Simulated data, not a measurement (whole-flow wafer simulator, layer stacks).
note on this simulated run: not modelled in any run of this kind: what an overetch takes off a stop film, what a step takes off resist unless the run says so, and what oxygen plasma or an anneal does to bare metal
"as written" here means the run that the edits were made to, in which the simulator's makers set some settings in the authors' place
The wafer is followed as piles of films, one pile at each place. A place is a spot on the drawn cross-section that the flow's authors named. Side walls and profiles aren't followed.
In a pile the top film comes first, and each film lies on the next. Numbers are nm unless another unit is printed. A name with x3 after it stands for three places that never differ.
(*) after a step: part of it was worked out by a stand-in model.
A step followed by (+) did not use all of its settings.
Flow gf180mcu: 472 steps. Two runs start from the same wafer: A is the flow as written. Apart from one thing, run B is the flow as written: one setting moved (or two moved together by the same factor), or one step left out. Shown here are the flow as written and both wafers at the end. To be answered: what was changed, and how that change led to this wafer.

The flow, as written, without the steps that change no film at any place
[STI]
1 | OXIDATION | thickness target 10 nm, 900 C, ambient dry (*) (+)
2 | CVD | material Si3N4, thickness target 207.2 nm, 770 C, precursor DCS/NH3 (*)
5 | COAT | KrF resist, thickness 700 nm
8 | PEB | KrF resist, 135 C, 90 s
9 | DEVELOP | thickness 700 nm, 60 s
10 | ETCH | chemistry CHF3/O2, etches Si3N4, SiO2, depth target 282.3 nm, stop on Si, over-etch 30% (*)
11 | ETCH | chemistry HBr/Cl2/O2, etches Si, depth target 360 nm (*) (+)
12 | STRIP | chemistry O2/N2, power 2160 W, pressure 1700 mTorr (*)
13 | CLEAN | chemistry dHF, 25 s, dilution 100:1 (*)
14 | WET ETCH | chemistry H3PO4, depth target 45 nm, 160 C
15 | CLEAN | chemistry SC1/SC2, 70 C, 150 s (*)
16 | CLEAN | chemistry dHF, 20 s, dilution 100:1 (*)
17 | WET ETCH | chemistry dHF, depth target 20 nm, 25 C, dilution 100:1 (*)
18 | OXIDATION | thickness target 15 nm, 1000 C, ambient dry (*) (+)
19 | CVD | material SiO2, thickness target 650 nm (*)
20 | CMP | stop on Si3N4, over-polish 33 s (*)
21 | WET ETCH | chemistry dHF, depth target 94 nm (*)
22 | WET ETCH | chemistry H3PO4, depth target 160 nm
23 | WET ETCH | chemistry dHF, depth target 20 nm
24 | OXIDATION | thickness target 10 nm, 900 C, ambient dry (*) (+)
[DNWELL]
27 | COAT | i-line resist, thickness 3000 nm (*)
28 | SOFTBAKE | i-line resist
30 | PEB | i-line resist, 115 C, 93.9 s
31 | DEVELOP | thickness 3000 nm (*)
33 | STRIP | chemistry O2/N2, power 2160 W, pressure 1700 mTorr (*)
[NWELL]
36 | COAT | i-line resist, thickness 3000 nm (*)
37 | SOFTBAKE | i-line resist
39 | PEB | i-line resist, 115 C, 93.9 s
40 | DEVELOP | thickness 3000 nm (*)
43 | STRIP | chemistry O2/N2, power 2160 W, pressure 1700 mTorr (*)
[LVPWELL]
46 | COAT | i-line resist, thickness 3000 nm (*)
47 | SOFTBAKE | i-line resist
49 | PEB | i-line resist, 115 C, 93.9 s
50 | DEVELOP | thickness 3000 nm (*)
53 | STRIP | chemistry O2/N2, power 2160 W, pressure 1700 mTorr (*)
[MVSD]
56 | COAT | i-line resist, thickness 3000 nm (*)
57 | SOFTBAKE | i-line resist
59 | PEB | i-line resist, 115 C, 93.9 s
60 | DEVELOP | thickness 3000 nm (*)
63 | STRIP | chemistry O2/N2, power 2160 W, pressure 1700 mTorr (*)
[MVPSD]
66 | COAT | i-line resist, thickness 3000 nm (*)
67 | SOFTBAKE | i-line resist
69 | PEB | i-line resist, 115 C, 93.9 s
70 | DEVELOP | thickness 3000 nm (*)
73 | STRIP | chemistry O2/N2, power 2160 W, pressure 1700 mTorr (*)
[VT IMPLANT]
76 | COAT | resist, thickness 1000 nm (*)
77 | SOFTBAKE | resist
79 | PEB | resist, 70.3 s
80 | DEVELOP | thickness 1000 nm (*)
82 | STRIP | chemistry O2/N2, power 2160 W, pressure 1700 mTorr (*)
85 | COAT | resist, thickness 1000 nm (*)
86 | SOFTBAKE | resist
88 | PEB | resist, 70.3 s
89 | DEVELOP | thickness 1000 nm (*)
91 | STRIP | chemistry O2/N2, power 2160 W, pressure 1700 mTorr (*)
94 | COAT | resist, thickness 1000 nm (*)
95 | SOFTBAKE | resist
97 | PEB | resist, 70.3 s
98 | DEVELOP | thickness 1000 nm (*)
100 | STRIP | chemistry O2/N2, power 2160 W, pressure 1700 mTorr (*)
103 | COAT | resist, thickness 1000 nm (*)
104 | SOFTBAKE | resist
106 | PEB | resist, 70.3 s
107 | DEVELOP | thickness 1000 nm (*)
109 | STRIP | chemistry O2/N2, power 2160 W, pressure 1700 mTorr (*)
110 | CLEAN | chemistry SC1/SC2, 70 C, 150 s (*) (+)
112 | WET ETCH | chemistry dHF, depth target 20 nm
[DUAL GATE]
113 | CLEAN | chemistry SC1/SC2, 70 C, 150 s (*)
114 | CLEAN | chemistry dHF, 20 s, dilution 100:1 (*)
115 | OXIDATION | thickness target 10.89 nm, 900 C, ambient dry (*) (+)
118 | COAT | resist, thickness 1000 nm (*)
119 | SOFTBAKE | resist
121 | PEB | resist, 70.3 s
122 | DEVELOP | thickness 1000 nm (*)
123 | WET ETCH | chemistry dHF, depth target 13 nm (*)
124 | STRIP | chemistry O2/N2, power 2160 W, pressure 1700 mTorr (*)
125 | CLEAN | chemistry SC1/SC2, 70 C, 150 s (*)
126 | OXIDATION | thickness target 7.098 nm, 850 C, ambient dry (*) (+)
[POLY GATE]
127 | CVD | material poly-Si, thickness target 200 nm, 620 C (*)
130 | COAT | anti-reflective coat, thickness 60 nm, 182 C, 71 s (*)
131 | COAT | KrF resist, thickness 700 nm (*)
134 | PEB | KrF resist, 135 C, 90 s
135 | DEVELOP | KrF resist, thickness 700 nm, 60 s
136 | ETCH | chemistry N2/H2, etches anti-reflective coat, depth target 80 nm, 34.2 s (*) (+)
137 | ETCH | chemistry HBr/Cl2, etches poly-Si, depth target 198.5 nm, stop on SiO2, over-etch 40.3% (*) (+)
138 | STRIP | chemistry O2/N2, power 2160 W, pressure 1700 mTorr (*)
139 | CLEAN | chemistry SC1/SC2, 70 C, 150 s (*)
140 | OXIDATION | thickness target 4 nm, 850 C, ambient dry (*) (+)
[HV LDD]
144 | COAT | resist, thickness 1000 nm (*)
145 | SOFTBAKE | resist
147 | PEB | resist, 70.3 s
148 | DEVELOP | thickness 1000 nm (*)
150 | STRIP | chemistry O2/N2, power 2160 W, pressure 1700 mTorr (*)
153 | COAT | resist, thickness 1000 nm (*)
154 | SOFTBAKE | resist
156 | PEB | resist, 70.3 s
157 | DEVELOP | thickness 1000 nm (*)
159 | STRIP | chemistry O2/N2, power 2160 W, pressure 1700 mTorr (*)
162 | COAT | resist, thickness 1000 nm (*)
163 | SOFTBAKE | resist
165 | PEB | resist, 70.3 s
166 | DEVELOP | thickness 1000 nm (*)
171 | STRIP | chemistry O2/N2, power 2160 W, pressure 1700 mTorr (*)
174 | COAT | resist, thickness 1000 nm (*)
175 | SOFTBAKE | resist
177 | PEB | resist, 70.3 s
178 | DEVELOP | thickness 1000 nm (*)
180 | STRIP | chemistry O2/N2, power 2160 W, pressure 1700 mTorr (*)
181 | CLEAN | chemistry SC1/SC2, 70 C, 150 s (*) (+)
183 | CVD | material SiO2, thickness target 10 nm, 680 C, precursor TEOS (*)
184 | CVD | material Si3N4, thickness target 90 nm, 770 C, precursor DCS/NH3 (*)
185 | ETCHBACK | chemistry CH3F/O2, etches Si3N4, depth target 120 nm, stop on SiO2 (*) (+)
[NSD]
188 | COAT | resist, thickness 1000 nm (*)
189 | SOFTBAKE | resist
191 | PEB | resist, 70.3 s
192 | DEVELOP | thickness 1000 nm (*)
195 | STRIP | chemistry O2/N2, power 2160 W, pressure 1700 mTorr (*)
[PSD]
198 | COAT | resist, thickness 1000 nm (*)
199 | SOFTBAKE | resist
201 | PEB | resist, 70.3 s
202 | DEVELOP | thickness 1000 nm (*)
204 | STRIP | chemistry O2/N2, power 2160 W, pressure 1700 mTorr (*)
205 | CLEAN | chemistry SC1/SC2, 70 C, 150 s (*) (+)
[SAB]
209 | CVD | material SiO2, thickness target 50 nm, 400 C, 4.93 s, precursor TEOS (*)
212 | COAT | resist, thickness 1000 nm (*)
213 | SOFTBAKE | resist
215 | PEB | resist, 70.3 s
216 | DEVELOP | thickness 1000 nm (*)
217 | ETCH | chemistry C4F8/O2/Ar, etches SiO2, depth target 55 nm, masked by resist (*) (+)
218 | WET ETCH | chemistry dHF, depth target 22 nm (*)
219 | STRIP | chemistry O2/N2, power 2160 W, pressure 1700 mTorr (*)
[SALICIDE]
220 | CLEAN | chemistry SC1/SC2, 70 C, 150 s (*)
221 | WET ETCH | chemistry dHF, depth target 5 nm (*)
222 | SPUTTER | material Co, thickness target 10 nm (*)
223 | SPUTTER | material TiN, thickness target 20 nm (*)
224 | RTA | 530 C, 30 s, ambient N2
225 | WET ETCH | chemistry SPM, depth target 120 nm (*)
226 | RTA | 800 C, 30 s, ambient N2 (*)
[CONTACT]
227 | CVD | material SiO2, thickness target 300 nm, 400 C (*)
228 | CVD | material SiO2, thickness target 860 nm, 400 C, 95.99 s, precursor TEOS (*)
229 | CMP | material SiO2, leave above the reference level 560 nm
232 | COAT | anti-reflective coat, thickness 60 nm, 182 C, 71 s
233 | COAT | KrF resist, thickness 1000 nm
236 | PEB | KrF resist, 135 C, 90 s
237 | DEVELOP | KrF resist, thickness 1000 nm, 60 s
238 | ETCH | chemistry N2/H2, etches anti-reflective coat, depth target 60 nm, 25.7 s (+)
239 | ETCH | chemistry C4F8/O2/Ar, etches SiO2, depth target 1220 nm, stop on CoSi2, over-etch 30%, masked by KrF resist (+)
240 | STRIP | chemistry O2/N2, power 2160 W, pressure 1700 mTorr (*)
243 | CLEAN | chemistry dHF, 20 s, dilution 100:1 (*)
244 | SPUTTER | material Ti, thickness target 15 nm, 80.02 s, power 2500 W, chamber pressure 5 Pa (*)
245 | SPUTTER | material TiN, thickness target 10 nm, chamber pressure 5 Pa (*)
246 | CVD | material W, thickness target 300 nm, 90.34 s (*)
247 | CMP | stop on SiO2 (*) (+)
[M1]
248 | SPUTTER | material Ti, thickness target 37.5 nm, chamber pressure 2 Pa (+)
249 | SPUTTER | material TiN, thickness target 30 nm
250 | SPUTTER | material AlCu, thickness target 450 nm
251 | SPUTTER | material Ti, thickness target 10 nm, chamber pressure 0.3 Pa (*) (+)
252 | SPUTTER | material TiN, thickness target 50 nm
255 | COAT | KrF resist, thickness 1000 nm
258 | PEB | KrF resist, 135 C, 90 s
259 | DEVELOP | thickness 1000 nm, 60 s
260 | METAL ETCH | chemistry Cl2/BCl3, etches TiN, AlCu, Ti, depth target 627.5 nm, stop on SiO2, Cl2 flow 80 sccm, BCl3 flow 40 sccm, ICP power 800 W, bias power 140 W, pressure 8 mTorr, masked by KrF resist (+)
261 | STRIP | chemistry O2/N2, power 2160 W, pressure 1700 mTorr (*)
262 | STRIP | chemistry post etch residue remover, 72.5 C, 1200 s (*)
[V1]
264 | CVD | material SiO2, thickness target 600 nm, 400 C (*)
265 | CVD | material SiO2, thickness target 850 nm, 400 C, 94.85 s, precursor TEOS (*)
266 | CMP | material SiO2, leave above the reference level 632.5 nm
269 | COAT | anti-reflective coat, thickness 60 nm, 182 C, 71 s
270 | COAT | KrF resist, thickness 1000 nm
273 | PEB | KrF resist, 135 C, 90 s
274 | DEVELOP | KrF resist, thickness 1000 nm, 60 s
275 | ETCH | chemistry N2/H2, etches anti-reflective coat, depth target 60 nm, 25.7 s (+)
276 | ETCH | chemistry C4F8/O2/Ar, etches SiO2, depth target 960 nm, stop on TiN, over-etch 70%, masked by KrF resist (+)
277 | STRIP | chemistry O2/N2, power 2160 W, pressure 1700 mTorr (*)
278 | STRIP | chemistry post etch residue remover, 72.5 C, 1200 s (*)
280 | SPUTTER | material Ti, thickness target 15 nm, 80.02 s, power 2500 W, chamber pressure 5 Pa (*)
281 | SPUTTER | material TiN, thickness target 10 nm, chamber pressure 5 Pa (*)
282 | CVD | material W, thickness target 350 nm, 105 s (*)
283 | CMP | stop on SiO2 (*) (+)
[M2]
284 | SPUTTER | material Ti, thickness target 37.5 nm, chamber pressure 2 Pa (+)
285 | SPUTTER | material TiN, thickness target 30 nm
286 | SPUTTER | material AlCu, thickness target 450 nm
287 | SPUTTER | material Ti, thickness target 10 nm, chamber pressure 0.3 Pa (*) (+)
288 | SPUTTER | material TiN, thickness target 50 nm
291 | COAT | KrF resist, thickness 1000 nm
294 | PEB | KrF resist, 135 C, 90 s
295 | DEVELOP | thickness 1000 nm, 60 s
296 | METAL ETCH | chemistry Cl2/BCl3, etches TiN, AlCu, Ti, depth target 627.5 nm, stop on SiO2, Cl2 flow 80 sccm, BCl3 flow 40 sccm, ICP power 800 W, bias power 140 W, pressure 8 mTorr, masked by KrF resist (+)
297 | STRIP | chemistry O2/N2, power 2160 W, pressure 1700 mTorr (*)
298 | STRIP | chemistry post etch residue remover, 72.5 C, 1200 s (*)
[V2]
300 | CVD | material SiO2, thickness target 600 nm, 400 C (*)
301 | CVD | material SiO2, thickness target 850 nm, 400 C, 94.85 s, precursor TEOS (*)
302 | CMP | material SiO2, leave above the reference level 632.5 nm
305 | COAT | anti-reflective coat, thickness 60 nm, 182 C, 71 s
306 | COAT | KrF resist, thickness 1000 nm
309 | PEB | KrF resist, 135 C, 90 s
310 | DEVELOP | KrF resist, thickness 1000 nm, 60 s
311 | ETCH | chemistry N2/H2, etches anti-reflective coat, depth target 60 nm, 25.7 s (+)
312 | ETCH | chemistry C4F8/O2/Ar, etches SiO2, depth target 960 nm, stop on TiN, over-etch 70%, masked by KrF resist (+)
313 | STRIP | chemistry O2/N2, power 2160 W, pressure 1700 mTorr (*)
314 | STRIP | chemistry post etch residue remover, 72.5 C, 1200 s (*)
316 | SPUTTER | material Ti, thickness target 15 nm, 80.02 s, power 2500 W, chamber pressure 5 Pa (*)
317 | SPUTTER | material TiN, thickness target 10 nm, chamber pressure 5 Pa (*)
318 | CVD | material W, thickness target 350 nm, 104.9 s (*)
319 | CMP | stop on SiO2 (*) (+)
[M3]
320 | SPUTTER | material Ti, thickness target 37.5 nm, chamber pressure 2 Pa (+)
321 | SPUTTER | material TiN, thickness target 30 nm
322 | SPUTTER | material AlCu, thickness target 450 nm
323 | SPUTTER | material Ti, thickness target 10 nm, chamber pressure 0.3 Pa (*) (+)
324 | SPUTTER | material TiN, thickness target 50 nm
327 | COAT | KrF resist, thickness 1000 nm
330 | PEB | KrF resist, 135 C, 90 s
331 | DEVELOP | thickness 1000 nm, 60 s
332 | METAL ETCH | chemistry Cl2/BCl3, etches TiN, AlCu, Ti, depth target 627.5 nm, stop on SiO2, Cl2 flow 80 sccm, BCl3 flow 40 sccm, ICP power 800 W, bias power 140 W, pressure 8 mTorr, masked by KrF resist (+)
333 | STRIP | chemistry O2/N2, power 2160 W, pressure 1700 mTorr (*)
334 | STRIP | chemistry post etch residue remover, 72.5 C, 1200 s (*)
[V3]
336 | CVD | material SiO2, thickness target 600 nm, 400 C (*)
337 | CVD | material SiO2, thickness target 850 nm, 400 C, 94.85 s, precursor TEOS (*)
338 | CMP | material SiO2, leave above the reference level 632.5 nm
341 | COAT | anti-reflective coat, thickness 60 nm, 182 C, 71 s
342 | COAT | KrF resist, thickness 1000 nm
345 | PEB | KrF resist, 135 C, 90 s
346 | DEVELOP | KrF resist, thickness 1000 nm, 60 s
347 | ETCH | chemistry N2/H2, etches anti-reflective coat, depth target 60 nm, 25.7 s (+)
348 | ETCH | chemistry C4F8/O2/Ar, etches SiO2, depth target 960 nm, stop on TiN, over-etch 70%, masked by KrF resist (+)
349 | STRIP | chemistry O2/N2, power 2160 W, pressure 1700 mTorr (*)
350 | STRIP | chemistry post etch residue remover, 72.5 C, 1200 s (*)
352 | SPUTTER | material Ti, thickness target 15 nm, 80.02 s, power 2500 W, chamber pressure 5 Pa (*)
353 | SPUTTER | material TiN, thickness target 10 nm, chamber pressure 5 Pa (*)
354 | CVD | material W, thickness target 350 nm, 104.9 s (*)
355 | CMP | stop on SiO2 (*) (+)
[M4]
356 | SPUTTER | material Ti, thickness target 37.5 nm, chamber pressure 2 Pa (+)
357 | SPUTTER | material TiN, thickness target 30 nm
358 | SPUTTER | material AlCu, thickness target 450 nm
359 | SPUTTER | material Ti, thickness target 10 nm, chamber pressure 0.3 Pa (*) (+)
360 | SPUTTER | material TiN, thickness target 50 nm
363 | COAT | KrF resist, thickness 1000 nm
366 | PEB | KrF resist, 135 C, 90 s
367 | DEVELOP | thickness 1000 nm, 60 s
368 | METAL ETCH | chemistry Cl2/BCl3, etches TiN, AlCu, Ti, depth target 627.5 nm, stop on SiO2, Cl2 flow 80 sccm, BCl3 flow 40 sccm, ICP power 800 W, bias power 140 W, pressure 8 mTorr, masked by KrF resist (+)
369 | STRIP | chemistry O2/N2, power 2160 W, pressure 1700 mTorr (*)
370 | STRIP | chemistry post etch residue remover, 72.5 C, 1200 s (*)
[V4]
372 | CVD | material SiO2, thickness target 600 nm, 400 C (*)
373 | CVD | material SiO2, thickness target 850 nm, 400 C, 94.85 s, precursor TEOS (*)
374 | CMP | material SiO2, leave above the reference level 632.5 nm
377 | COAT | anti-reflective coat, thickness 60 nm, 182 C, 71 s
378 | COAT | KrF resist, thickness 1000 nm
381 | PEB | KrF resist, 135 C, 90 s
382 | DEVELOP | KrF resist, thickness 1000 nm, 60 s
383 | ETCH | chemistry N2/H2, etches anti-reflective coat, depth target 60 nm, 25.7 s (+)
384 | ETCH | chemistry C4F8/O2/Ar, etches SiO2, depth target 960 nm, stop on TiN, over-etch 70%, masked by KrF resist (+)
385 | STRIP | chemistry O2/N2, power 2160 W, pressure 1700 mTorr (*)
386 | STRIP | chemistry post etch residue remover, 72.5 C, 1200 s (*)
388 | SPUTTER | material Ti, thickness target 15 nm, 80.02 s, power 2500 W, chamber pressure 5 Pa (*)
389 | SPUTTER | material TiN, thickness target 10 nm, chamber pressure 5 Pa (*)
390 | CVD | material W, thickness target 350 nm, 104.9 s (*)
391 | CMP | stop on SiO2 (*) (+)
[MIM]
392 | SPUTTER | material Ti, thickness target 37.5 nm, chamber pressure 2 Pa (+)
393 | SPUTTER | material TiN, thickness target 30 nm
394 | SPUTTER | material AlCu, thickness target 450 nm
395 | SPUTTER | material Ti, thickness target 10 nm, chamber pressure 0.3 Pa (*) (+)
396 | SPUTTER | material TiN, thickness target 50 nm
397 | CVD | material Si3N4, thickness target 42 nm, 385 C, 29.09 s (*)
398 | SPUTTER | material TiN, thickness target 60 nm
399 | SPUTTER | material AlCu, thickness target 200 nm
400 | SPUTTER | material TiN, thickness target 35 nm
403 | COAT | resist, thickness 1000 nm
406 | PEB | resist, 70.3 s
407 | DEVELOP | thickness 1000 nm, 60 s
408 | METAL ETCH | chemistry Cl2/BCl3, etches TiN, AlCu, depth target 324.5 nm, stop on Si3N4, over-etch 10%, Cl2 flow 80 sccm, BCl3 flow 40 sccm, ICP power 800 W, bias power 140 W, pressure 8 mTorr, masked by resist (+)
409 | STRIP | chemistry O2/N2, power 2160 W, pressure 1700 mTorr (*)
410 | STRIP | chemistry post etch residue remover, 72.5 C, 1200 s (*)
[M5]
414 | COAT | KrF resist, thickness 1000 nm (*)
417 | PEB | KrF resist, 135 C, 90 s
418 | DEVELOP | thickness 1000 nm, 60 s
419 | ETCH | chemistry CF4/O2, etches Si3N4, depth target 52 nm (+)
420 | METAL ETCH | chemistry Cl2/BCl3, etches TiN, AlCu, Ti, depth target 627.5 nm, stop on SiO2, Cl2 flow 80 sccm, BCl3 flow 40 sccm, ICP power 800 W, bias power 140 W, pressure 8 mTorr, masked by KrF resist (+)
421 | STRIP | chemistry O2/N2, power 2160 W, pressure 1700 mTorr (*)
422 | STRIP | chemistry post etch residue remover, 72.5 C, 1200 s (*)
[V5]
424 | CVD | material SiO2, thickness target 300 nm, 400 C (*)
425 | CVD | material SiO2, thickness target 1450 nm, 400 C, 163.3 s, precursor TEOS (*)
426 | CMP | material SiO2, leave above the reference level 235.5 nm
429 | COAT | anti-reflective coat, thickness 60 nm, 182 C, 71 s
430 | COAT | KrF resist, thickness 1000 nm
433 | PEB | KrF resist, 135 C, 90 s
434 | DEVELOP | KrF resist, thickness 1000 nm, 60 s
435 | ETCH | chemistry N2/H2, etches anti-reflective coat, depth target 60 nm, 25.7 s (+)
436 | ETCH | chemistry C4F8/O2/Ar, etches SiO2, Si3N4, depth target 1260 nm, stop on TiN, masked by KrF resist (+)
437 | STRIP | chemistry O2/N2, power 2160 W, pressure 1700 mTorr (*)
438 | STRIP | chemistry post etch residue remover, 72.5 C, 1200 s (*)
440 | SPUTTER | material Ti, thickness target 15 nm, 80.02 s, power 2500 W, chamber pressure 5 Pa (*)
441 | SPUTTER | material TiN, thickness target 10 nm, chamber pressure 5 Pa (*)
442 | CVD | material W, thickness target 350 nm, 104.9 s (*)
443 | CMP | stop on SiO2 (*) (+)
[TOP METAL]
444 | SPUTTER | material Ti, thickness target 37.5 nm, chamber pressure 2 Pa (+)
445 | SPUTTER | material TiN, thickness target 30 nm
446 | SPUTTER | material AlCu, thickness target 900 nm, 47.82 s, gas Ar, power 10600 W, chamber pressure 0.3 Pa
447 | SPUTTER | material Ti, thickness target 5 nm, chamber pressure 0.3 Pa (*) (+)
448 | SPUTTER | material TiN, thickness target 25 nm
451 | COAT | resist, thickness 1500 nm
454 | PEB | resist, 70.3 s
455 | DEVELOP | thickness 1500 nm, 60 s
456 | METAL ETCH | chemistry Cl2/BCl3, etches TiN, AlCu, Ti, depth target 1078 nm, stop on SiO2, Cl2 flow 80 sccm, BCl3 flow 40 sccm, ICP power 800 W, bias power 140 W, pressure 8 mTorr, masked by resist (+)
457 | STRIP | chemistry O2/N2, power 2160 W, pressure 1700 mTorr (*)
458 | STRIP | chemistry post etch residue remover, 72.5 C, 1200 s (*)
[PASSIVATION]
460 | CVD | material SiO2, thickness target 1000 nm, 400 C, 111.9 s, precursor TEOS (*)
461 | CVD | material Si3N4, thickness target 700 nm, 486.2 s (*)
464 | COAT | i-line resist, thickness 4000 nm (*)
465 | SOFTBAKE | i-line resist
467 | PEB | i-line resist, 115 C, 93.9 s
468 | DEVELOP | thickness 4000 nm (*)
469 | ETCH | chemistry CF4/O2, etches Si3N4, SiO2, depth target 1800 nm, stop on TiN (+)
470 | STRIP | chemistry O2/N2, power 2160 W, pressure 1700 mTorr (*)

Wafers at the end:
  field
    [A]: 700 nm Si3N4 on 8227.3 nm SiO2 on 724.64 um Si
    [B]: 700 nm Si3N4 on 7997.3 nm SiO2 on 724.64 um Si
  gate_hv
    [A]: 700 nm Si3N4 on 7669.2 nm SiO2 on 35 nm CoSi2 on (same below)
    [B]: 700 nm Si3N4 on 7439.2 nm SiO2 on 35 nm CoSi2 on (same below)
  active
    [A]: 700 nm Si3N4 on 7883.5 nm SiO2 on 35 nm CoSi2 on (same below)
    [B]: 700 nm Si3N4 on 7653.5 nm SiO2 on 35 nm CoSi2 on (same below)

What caused this: step 322, SPUTTER: thickness target 220 nm was run, whereas the flow has thickness target 450 nm.

The path from the change to this, step by step:
  322 | SPUTTER | material AlCu, thickness target 450 nm
      field, field__w1, field__w2 and 108 more: A +450 AlCu (new film) | B +220 AlCu (new film)
  332 | METAL ETCH | chemistry Cl2/BCl3, etches TiN, AlCu, Ti, depth target 627.5 nm, stop on SiO2, Cl2 flow 80 sccm, BCl3 flow 40 sccm, ICP power 800 W, bias power 140 W, pressure 8 mTorr, masked by KrF resist (+)
      field, field__w1, field__w2 and 103 more: A -50 TiN (all of it), -10 Ti (all of it), -450 AlCu (all of it), -30 TiN (all of it), -37.5 Ti (all of it) | B -50 TiN (all of it), -10 Ti (all of it), -220 AlCu (all of it), -30 TiN (all of it), -37.5 Ti (all of it)
      field__w8, contact, m1, m1__w1, m1_nw: A -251 KrF resist | B -208.5 KrF resist
  333 | STRIP | chemistry O2/N2, power 2160 W, pressure 1700 mTorr (*)
      field__w8, contact, m1, m1__w1, m1_nw: A -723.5 KrF resist (all of it) | B -766 KrF resist (all of it)
  338 | CMP | material SiO2, leave above the reference level 632.5 nm
      field, field__w1, field__w2 and 103 more: A -300 SiO2 | B -530 SiO2
